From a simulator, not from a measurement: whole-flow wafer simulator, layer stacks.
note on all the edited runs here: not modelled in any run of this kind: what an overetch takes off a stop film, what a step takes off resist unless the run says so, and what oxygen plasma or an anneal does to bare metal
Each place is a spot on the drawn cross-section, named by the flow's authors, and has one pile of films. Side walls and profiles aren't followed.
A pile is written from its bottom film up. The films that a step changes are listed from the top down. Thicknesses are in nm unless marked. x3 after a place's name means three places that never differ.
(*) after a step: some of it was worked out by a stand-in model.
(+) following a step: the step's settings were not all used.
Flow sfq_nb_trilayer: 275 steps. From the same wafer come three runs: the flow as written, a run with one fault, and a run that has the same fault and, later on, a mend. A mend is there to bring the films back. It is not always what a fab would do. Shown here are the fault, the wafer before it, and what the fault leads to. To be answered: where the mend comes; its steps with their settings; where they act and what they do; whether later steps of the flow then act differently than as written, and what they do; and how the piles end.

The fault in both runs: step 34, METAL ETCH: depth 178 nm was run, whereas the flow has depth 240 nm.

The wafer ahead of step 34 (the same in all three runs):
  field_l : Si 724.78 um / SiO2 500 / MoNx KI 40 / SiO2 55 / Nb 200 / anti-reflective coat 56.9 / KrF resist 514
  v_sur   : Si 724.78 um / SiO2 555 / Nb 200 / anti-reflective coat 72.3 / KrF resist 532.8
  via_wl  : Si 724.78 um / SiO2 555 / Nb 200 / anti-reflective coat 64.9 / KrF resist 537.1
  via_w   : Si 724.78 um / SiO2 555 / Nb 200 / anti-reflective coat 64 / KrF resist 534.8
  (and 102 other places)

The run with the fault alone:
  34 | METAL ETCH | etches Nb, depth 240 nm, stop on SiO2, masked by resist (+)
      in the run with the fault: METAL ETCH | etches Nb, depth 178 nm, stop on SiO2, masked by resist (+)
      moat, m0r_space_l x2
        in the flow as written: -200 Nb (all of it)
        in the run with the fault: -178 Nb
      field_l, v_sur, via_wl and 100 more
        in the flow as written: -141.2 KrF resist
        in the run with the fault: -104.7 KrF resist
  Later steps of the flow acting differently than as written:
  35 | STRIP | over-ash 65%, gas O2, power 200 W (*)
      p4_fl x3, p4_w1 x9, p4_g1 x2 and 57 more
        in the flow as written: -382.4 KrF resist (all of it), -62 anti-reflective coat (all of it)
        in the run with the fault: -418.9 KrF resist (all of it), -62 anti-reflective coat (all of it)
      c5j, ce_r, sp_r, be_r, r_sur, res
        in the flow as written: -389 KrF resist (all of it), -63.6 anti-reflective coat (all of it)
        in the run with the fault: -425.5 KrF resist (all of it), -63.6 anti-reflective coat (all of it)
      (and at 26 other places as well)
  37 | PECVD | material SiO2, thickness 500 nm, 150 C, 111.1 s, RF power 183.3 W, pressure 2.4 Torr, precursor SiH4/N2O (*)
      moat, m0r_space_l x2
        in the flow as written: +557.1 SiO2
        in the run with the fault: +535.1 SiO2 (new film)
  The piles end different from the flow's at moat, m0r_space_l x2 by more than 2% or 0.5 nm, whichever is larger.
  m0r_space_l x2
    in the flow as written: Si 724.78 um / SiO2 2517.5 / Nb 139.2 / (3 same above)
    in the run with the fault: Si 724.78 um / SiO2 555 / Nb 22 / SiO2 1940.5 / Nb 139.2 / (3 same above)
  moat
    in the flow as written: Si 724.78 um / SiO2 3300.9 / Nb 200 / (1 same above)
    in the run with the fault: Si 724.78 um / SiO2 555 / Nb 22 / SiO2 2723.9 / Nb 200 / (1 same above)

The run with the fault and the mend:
  The mend follows step 34.
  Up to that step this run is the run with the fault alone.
  34a | METAL ETCH | etches Nb, depth 62 nm, stop on SiO2, masked by resist (+) (the flow's step 34 again, with other settings)
      field_l, v_sur, via_wl and 100 more
        -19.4 KrF resist
      moat, m0r_space_l x2
        -22 Nb (all of it)
  Later steps of the flow acting differently than as written:
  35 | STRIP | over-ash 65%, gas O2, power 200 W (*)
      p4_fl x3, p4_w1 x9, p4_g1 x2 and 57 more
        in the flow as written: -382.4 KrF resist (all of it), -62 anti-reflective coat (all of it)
        in the run with the mend: -399.4 KrF resist (all of it), -62 anti-reflective coat (all of it)
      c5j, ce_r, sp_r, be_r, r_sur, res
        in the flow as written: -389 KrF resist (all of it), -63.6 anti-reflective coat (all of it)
        in the run with the mend: -406.1 KrF resist (all of it), -63.6 anti-reflective coat (all of it)
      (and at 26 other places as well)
  The piles end the same as the flow's at every place that both follow.
